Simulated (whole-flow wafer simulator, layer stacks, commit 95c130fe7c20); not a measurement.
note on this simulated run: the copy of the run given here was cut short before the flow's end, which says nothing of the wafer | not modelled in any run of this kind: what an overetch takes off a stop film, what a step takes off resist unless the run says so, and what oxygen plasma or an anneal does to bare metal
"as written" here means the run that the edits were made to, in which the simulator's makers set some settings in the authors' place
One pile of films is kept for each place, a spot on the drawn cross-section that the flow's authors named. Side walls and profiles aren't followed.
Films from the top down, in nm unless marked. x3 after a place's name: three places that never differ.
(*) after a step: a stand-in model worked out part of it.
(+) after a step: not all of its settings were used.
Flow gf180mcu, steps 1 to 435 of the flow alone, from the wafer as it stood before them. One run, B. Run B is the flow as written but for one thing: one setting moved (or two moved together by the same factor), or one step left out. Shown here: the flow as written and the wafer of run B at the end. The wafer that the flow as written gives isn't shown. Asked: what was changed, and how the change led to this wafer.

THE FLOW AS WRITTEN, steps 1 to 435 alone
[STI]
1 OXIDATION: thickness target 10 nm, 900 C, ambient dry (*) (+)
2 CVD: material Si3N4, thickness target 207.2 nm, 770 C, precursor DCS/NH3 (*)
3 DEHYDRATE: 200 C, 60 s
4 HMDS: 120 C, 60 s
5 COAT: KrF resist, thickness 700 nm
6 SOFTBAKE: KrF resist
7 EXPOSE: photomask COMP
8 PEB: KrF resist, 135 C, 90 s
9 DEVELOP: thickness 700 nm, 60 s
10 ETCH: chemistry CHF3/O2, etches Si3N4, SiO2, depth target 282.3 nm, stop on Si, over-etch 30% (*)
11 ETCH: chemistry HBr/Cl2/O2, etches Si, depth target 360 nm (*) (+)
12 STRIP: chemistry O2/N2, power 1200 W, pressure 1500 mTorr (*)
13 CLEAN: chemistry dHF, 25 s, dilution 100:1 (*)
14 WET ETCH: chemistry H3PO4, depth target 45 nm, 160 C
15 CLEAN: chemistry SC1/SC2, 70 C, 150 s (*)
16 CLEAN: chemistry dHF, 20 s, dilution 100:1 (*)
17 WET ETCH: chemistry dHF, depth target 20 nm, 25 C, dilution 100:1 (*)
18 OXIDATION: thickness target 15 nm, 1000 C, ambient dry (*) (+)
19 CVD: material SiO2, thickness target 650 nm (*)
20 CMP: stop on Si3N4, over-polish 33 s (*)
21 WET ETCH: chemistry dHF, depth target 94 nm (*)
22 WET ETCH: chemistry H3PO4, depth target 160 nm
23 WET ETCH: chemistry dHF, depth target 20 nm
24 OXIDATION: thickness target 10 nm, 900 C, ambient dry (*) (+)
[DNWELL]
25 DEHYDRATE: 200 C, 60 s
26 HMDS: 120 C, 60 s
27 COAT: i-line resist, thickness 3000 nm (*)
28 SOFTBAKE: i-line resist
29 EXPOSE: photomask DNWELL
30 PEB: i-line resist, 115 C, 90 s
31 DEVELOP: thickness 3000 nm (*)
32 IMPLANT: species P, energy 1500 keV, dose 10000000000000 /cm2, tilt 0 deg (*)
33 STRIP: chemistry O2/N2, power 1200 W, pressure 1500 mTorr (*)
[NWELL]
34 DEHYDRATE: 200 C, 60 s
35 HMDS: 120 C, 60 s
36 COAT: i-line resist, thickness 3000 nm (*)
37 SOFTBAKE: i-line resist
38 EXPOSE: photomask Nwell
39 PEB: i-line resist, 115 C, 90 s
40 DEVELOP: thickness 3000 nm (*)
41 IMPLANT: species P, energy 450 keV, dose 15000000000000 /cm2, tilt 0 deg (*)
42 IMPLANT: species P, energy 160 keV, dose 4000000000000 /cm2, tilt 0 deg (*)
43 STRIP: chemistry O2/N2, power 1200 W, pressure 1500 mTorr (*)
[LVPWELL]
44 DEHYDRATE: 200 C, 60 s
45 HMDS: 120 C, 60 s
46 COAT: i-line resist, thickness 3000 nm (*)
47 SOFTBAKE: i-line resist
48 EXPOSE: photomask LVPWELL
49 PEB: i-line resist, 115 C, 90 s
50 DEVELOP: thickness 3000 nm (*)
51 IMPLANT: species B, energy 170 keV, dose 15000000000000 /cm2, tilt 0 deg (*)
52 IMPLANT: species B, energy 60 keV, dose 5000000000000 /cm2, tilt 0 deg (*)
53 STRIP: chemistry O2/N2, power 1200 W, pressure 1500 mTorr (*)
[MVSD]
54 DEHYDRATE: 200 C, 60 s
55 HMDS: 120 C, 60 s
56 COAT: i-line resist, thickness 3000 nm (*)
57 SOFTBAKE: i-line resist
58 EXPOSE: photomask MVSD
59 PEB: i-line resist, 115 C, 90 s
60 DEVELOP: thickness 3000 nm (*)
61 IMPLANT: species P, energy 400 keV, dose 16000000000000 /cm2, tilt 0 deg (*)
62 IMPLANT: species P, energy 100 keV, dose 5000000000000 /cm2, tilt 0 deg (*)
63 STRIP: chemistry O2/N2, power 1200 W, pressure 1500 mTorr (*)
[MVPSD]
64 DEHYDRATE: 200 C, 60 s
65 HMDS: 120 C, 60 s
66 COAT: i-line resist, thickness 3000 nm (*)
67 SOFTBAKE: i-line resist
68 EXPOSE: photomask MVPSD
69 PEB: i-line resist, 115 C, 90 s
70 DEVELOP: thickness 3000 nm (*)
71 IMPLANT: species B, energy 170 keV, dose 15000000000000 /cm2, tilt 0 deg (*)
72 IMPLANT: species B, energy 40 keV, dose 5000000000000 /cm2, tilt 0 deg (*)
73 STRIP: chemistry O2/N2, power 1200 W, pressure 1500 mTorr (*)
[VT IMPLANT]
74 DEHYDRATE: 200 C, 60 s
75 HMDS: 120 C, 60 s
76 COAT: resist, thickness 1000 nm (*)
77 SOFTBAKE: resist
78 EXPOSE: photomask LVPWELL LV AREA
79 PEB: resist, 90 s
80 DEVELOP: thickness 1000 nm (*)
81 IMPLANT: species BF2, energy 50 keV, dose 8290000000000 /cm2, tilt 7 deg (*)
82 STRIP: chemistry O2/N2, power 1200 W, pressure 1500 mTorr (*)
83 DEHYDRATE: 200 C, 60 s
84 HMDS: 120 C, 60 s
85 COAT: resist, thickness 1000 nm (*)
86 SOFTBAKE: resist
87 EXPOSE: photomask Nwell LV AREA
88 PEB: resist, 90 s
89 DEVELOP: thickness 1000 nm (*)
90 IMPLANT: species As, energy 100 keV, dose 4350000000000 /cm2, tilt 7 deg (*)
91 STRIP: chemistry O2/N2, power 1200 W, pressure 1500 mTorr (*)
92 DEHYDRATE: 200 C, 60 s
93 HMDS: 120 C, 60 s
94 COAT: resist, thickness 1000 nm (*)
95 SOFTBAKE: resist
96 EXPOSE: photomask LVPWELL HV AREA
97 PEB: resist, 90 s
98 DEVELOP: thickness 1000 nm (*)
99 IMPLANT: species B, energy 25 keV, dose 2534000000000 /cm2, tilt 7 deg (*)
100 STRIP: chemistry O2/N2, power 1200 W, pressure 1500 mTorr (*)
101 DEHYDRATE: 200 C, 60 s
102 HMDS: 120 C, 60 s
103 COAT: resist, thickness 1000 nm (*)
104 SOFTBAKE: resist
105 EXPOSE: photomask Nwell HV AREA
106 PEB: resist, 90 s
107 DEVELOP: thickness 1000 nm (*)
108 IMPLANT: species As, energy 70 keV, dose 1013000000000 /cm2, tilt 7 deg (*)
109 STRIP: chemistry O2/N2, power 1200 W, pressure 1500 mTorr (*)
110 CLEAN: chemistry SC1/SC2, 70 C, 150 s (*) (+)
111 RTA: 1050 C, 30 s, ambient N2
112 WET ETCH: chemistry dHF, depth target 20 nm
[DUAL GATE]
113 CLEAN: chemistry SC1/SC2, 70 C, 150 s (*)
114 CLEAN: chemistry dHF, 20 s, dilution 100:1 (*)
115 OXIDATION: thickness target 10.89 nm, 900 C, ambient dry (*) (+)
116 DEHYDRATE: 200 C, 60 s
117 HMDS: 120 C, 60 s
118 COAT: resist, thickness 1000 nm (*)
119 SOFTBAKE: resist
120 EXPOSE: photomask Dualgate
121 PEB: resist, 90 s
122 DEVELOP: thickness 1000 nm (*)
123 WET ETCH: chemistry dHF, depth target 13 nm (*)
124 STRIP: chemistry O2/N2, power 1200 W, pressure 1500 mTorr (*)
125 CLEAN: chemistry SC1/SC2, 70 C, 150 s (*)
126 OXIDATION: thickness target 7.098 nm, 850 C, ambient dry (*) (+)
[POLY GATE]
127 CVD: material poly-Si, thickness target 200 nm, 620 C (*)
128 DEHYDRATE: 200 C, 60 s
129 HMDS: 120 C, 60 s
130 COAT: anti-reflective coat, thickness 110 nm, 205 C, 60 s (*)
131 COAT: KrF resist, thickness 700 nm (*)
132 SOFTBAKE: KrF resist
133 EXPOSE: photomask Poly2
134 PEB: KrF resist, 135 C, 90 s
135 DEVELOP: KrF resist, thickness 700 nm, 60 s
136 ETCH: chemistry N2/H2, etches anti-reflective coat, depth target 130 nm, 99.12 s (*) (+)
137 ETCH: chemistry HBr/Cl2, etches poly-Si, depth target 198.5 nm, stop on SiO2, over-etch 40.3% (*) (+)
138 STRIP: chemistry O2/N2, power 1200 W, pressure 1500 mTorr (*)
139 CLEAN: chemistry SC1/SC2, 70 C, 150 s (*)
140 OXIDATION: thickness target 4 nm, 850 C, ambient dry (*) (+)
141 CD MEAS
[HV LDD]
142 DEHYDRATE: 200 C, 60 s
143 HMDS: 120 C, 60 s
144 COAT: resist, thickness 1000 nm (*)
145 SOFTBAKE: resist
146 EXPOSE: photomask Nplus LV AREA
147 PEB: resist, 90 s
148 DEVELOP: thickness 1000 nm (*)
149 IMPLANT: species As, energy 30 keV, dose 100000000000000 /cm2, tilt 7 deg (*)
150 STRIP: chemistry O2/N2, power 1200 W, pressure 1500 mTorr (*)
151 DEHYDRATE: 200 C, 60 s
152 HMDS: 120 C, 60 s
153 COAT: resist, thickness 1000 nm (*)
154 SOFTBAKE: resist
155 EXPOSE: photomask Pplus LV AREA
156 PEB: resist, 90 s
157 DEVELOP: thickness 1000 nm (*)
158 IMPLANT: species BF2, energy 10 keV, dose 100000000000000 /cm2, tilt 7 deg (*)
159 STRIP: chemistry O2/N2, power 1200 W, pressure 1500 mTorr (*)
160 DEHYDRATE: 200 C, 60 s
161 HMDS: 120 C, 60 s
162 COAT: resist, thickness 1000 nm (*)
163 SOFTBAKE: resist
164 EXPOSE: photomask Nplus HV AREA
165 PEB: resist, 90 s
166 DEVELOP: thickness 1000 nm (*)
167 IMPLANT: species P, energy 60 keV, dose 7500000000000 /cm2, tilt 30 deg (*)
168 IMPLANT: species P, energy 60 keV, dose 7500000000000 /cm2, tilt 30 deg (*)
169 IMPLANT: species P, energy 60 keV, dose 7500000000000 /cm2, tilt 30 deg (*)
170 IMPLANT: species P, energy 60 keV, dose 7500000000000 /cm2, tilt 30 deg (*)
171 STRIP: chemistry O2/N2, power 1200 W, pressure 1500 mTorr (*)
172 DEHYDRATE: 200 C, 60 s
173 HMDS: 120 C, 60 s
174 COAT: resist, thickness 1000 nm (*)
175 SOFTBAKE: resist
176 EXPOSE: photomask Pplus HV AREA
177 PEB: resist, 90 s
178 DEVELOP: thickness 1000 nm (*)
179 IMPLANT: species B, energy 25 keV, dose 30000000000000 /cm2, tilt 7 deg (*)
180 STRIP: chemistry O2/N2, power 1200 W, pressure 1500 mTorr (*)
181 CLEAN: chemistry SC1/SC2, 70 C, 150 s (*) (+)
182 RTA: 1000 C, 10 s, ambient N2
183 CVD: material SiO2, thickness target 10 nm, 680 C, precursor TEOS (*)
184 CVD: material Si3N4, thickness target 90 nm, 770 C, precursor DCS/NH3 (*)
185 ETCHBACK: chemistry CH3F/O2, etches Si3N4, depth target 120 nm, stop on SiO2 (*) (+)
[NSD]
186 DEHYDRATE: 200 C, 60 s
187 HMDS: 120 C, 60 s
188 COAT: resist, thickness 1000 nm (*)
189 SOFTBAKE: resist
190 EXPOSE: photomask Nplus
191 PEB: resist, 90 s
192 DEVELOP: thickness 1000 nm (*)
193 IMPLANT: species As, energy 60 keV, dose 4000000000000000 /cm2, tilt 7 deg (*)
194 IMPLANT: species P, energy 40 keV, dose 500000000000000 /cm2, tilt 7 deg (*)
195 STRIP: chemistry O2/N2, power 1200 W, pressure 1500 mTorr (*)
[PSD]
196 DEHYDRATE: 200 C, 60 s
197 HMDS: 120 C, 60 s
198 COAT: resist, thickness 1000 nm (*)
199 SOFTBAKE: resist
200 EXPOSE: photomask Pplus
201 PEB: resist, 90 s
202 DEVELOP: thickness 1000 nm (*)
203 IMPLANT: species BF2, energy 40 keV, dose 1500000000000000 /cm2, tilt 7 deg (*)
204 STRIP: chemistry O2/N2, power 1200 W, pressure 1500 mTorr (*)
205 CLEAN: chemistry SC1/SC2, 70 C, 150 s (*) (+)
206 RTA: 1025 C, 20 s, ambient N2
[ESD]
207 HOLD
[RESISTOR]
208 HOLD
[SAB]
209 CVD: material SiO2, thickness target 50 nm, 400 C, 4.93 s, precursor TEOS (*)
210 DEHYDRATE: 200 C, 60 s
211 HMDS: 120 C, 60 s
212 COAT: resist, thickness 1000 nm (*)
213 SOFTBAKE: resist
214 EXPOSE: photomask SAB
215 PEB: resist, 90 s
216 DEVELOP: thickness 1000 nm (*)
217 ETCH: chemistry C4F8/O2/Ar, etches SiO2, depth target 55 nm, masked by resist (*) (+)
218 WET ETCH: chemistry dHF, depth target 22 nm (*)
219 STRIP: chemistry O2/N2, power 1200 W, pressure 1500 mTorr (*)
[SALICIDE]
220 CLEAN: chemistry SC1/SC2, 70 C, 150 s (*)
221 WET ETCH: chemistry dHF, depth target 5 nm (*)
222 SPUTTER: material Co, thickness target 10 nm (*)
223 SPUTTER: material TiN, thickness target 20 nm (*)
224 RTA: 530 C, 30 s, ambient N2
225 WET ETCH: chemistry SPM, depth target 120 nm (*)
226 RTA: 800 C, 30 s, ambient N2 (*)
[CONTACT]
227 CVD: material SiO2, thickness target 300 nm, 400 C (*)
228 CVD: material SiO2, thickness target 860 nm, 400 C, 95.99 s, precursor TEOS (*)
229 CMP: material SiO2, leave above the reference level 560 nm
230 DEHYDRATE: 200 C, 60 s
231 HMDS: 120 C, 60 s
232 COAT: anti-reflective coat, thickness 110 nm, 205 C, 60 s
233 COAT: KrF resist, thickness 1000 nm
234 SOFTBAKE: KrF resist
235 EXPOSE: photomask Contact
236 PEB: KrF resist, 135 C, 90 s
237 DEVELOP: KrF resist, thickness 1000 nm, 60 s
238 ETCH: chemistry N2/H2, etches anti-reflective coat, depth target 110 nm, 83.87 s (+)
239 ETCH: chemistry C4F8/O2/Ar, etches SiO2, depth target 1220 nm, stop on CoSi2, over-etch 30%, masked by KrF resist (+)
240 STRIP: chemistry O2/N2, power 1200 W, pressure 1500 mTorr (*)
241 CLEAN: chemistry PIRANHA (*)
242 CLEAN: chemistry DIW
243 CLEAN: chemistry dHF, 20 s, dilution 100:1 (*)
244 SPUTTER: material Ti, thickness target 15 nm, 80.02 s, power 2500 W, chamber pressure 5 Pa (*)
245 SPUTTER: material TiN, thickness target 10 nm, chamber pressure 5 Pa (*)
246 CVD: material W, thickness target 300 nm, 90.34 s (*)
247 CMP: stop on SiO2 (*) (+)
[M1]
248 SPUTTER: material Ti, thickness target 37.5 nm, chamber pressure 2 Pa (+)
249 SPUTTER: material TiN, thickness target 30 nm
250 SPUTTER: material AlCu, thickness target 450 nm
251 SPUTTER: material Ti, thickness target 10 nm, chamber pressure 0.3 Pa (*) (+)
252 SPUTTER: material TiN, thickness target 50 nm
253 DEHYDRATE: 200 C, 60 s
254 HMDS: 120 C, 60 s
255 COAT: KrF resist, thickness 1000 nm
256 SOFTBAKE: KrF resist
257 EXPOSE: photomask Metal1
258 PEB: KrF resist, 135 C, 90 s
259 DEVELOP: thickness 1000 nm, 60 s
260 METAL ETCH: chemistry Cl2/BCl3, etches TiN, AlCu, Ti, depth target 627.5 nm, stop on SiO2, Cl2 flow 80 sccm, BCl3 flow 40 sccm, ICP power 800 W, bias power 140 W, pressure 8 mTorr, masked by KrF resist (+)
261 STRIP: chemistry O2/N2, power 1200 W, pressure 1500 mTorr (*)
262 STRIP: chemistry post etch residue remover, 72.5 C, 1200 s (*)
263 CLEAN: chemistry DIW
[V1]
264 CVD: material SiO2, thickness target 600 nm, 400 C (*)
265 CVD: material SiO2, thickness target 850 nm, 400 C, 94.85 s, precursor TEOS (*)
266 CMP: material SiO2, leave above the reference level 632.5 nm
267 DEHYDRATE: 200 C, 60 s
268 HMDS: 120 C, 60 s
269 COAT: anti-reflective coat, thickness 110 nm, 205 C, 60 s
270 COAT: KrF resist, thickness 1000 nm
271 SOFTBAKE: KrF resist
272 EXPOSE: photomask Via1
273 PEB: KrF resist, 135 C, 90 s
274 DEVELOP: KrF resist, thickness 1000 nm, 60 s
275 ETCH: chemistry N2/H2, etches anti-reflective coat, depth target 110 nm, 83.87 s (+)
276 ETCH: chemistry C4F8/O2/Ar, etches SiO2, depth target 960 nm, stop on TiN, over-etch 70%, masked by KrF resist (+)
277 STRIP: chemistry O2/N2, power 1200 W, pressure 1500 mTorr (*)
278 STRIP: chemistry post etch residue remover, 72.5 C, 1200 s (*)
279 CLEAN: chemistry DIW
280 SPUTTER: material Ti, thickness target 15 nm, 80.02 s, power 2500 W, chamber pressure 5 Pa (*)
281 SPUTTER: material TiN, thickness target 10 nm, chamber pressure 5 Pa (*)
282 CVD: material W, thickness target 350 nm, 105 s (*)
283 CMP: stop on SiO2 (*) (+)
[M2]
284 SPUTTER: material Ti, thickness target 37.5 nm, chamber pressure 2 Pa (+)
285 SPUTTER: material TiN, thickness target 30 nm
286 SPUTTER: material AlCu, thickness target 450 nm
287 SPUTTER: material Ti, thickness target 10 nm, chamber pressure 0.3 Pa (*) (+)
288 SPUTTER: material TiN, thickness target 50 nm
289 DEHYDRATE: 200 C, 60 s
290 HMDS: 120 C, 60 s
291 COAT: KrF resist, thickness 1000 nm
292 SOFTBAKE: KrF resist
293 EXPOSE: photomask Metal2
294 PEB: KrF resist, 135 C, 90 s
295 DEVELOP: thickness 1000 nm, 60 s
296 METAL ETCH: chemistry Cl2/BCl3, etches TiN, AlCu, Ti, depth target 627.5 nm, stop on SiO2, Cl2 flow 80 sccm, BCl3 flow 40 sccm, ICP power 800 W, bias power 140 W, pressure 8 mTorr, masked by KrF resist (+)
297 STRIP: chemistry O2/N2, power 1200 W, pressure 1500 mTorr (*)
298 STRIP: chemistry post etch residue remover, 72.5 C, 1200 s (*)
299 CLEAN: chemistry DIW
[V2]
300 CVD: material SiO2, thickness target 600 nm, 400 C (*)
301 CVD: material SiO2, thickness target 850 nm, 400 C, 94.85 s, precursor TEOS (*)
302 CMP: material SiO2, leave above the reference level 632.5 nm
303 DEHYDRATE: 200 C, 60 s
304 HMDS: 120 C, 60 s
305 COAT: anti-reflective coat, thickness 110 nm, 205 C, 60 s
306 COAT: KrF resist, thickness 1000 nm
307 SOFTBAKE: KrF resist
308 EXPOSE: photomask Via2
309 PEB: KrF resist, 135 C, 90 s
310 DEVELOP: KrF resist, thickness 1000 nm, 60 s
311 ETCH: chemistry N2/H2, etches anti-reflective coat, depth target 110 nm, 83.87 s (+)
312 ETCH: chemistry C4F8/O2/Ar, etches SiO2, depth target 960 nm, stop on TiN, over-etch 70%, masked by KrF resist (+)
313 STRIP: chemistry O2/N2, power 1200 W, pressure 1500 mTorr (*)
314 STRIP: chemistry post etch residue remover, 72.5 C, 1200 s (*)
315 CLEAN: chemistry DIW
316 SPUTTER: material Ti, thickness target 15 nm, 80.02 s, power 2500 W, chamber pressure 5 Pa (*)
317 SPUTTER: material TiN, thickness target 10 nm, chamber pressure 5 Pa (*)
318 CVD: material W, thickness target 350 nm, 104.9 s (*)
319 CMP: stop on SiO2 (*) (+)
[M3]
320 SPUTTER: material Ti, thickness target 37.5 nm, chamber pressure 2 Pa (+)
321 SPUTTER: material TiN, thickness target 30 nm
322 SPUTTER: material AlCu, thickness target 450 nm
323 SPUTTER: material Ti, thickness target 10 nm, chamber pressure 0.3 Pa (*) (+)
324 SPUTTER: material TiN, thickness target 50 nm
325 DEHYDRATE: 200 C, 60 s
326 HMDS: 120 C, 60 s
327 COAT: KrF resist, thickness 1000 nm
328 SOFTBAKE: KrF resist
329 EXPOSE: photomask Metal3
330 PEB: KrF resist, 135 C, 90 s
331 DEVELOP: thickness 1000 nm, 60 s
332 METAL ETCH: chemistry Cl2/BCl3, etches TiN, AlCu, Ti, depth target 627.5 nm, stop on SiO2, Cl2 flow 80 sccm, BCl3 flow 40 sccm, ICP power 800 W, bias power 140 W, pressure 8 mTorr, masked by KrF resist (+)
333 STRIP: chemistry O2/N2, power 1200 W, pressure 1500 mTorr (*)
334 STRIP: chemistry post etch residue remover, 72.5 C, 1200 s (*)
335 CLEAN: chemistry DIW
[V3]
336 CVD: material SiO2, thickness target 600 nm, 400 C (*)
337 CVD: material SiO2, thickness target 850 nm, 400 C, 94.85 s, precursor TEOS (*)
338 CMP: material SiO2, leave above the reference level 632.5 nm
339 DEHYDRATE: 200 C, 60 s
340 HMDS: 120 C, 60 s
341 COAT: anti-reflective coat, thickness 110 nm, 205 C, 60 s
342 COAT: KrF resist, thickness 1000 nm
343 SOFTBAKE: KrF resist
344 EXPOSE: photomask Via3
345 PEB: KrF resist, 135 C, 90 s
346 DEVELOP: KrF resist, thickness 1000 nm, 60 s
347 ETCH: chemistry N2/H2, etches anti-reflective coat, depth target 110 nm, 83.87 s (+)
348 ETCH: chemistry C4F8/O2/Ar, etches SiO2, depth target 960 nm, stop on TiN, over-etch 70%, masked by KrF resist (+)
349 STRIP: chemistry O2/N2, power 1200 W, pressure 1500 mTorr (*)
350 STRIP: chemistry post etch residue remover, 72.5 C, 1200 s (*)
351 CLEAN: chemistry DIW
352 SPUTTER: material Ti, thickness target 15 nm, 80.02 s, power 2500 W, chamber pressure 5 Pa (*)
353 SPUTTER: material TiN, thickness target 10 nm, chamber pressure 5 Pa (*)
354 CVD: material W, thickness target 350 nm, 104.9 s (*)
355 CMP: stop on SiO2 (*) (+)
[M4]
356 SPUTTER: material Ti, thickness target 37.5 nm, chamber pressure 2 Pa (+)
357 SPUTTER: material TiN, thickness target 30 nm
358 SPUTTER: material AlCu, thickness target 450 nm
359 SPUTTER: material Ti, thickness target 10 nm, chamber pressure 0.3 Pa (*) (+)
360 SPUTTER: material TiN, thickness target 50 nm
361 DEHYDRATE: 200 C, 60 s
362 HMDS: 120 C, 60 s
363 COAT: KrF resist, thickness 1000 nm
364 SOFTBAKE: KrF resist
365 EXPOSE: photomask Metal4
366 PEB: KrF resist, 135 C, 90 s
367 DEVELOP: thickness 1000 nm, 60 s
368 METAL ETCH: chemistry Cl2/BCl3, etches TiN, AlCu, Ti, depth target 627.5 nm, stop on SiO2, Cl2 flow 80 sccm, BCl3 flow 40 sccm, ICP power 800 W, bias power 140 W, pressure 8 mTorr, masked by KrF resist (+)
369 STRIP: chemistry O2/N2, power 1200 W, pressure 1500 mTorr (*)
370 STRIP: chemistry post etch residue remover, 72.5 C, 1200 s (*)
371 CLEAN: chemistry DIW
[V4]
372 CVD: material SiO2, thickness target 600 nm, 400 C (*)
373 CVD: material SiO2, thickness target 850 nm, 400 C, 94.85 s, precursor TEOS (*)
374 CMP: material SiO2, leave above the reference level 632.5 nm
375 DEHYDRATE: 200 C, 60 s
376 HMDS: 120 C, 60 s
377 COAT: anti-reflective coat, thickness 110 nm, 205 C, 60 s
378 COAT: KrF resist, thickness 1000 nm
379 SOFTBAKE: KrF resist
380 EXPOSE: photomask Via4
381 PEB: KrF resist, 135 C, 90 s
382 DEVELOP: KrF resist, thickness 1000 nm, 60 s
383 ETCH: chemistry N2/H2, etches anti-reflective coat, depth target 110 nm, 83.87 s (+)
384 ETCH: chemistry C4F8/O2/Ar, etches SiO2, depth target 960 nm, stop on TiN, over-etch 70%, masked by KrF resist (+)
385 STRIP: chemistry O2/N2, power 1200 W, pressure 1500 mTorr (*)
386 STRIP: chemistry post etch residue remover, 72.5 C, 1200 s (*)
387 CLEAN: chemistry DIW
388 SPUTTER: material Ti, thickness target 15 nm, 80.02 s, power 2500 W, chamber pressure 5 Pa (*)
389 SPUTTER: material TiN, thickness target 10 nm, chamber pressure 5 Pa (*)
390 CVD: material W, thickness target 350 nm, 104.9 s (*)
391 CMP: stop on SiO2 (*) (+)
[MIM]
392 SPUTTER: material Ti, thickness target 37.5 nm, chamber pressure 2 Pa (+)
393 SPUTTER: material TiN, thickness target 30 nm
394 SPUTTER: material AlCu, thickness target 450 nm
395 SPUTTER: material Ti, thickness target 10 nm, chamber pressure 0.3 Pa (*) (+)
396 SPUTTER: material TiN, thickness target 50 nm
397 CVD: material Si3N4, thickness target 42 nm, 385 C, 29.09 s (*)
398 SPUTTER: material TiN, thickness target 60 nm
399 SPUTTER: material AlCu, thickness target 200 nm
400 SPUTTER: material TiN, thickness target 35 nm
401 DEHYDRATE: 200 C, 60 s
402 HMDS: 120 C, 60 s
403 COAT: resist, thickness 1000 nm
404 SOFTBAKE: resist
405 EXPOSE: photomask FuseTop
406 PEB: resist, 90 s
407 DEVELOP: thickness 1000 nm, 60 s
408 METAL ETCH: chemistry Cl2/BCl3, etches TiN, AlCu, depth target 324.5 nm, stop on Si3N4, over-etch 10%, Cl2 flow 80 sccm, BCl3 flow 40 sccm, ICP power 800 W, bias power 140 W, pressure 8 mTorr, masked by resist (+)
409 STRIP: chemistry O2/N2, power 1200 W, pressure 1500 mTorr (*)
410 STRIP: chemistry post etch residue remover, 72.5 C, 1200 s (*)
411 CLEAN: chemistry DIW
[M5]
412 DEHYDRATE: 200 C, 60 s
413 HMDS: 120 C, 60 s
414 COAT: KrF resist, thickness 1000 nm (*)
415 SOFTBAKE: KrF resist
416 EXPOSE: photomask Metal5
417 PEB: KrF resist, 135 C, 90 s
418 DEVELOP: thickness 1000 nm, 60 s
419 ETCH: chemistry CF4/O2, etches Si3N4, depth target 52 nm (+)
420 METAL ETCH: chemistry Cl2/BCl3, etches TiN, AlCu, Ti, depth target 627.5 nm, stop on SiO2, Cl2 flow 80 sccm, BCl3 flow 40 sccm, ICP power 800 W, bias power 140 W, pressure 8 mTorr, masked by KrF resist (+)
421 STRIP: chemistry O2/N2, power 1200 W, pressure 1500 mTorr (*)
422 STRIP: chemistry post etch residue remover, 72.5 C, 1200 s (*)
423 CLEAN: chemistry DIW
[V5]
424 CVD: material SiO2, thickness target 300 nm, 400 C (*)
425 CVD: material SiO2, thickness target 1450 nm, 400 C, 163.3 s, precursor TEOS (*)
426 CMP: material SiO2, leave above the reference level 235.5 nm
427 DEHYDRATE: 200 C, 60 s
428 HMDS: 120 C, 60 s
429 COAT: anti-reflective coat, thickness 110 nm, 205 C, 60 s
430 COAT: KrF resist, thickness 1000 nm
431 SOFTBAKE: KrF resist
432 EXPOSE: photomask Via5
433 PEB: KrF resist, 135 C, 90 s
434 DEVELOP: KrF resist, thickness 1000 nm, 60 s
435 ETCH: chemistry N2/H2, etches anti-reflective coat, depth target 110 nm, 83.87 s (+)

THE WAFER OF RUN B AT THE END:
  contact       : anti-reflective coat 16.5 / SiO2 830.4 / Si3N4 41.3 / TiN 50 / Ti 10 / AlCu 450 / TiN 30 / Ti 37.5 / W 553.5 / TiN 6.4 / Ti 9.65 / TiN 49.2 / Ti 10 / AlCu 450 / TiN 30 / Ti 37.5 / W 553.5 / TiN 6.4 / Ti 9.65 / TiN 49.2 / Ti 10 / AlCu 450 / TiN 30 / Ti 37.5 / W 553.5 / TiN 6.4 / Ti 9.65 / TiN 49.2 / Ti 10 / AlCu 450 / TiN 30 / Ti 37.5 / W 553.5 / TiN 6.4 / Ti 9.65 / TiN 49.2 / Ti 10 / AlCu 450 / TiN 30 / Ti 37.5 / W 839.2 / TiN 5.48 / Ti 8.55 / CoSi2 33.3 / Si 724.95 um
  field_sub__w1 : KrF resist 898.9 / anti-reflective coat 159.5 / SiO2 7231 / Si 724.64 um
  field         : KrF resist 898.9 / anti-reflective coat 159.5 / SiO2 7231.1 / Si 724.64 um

The cause: step 429, COAT: thickness 159.5 nm was run, where the flow has thickness 110 nm.
It can be read off the wafer: field_sub__w1 has anti-reflective coat 159.5, and step 429 as written asks for 110 nm.

How the change led to this, step by step:
  429 COAT: anti-reflective coat, thickness 110 nm, 205 C, 60 s
      field, field__w1, field__w2 and 109 more: anti-reflective coat +159.5 (new film) (as written it would be: anti-reflective coat +110 (new film))
  435 ETCH: chemistry N2/H2, etches anti-reflective coat, depth target 110 nm, 83.87 s (+)
      contact: anti-reflective coat -143 (as written it would be: anti-reflective coat -110 (all of it), SiO2 -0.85)
